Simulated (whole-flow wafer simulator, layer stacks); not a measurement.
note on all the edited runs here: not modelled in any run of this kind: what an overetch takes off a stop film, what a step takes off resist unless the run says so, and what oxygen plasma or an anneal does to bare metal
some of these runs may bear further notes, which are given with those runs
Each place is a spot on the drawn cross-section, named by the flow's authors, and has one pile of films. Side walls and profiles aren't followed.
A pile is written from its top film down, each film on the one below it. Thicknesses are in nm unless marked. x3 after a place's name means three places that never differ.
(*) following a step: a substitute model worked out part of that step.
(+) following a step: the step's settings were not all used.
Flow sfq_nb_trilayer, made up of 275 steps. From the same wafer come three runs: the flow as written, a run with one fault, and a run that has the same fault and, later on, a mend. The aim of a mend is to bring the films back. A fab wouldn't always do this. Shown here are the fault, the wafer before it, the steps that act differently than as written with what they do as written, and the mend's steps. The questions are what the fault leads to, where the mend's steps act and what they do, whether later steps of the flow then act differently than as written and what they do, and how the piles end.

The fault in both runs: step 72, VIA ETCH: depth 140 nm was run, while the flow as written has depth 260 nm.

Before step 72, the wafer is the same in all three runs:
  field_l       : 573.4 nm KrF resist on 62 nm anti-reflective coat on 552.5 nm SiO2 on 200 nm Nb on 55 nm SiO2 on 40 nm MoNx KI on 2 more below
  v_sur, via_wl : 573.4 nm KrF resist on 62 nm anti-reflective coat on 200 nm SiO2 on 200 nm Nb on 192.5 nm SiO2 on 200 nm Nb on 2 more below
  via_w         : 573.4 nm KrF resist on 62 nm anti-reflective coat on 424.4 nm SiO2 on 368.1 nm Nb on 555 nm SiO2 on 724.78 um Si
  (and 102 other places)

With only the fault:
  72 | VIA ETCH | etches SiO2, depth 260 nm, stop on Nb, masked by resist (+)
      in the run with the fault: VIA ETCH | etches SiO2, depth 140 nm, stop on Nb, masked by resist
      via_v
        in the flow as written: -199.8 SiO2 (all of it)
        in the run with the fault: -140 SiO2
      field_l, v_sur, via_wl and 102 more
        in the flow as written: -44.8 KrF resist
        in the run with the fault: -24.1 KrF resist
  Steps later in the flow that act otherwise than as written (3 more steps, not shown, differ only slightly: by at most 2% or 0.5 nm, whichever is larger):
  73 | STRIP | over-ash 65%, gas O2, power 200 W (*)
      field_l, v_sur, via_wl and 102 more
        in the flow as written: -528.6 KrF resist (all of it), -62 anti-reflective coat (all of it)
        in the run with the fault: -549.3 KrF resist (all of it), -62 anti-reflective coat (all of it)
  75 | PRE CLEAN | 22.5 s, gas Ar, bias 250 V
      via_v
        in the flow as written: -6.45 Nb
        in the run with the fault: -7.5 SiO2
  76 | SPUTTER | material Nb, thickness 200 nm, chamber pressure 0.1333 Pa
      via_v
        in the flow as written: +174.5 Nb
        in the run with the fault: +186.4 Nb (new film)
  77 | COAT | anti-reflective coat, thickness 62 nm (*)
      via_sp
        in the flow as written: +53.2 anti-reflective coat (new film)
        in the run with the fault: +54.3 anti-reflective coat (new film)
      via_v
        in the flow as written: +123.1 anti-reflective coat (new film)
        in the run with the fault: +109.6 anti-reflective coat (new film)
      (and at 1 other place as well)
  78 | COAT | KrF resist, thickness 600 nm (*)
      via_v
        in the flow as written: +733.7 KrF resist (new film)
        in the run with the fault: +685.9 KrF resist (new film)
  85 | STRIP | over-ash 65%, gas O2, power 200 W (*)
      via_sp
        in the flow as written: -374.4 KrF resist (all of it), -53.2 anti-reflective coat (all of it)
        in the run with the fault: -378.3 KrF resist (all of it), -54.3 anti-reflective coat (all of it)
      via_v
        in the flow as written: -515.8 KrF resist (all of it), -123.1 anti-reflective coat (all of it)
        in the run with the fault: -468.1 KrF resist (all of it), -109.6 anti-reflective coat (all of it)
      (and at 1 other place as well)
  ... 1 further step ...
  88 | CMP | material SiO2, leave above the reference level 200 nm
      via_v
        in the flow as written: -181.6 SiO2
        in the run with the fault: -157.1 SiO2
  At via_v, the piles at the end differ from the flow's by more than 2% or 0.5 nm, whichever is larger.
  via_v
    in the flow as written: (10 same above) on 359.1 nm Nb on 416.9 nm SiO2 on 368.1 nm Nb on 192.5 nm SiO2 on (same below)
    in the run with the fault: (10 same above) on 359.1 nm Nb on 346.2 nm SiO2 on 186.4 nm Nb on 52.3 nm SiO2 on 200 nm Nb on 192.5 nm SiO2 on (same below)

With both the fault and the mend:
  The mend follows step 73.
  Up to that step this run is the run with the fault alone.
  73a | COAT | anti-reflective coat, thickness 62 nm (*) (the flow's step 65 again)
      p4_fl x3, p4_w1 x9, p4_g1 x2 and 63 more
        +62 anti-reflective coat (new film)
      be_r, r_sur, res, r_end, moat, field_r, lsp_l, ln_m5
        +61.8 anti-reflective coat (new film)
      lsp_m, ln_m6, lsp_r, l0_sur, l0v
        +61.9 anti-reflective coat (new film)
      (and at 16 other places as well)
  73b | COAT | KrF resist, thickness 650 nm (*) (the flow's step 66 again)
      p4_fl x3, p4_w1 x9, p4_g1 x2 and 63 more
        +650 KrF resist (new film)
      field_r, lsp_l, ln_m5, lsp_m, ln_m6, lsp_r, l0_sur, l0v
        +649.7 KrF resist (new film)
      res, r_end, moat
        +649.6 KrF resist (new film)
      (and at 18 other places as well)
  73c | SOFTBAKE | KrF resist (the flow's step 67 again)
      alters no film at any place that is followed
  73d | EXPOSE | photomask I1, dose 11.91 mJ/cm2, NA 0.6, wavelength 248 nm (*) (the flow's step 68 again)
      alters no film at any place that is followed
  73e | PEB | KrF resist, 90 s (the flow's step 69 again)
      ce_l, c5j, ce_r and 91 more
        -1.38 KrF resist
      field_l, v_sur, via_wl and 8 more
        -1.37 KrF resist
      via_v
        -1.58 KrF resist
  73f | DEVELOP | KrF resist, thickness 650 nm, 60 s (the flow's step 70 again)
      field_l, v_sur, via_wl and 102 more
        -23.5 KrF resist
      via_v
        -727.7 KrF resist (all of it)
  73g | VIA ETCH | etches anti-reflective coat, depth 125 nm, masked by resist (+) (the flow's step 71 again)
      field_l, v_sur, via_wl and 102 more
        -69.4 KrF resist
      via_v
        -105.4 anti-reflective coat (all of it), -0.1 SiO2
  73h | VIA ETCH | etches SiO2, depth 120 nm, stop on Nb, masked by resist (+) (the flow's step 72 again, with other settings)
      field_l, v_sur, via_wl and 102 more
        -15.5 KrF resist
      via_v
        -59.7 SiO2 (all of it)
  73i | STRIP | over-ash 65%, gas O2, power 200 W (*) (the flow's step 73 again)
      p4_fl x3, p4_w1 x9, p4_g1 x2 and 63 more
        -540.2 KrF resist (all of it), -62 anti-reflective coat (all of it)
      lsp_m, ln_m6, lsp_r, l0_sur, l0v
        -539.9 KrF resist (all of it), -61.9 anti-reflective coat (all of it)
      res, r_end, moat
        -539.8 KrF resist (all of it), -61.8 anti-reflective coat (all of it)
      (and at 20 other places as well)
  Every later step of the flow that is run acts as written, at every place that is followed, to within 2% or 0.5 nm, whichever is larger.
  The piles end only slightly different from the flow's at the places that both follow, by no more than 2% or 0.5 nm, whichever is larger.
